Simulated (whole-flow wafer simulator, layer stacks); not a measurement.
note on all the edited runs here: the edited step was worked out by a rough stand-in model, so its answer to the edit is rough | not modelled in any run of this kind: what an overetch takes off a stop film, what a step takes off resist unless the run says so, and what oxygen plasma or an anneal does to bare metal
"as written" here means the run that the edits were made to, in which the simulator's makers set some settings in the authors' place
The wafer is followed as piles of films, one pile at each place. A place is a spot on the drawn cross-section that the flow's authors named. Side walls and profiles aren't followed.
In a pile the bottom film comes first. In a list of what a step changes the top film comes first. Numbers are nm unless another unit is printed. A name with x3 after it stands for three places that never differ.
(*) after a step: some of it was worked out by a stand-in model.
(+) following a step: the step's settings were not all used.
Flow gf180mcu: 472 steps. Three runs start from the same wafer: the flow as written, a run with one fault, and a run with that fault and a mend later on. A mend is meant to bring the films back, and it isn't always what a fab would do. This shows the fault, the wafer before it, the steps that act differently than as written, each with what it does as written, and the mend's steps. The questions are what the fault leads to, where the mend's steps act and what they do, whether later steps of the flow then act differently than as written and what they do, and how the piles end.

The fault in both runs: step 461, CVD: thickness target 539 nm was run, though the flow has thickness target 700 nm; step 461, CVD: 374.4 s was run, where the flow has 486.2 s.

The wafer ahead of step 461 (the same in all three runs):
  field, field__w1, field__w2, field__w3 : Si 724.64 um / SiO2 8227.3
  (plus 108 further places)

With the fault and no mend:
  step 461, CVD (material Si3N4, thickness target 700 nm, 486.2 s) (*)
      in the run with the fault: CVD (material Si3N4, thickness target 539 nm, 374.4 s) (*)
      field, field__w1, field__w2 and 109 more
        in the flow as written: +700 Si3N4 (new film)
        in the run with the fault: +539 Si3N4 (new film)
  Steps later in the flow that act otherwise than as written (4 other steps are not shown; they differ only slightly, by no more than 2% or 0.5 nm, whichever is larger):
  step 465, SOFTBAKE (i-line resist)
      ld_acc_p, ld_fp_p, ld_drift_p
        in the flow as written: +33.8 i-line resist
        in the run with the fault: +33 i-line resist
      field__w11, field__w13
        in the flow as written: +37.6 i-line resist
        in the run with the fault: +36.8 i-line resist
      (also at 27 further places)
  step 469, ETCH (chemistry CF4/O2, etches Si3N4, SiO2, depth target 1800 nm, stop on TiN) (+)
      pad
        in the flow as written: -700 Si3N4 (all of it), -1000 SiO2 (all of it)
        in the run with the fault: -539 Si3N4 (all of it), -1000 SiO2 (all of it)
  The piles end different from the flow's at field, field__w1, field__w2 and 108 more by more than 2% or 0.5 nm, whichever is larger.
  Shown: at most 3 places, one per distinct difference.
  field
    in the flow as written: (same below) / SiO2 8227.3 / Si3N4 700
    in the run with the fault: (same below) / SiO2 8227.3 / Si3N4 539
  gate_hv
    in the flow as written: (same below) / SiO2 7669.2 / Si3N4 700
    in the run with the fault: (same below) / SiO2 7669.2 / Si3N4 539
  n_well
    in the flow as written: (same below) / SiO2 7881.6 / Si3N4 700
    in the run with the fault: (same below) / SiO2 7881.6 / Si3N4 539

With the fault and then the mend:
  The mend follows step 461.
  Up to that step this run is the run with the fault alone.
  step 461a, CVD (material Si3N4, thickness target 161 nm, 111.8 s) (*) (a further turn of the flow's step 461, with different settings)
      field, field__w1, field__w2 and 109 more
        +161.1 Si3N4
  Later steps of the flow that are run all act as written at every place that is followed, up to a difference of at most 2% or 0.5 nm, whichever is larger.
  The piles end only slightly different from the flow's at the places that both follow, by no more than 2% or 0.5 nm, whichever is larger.
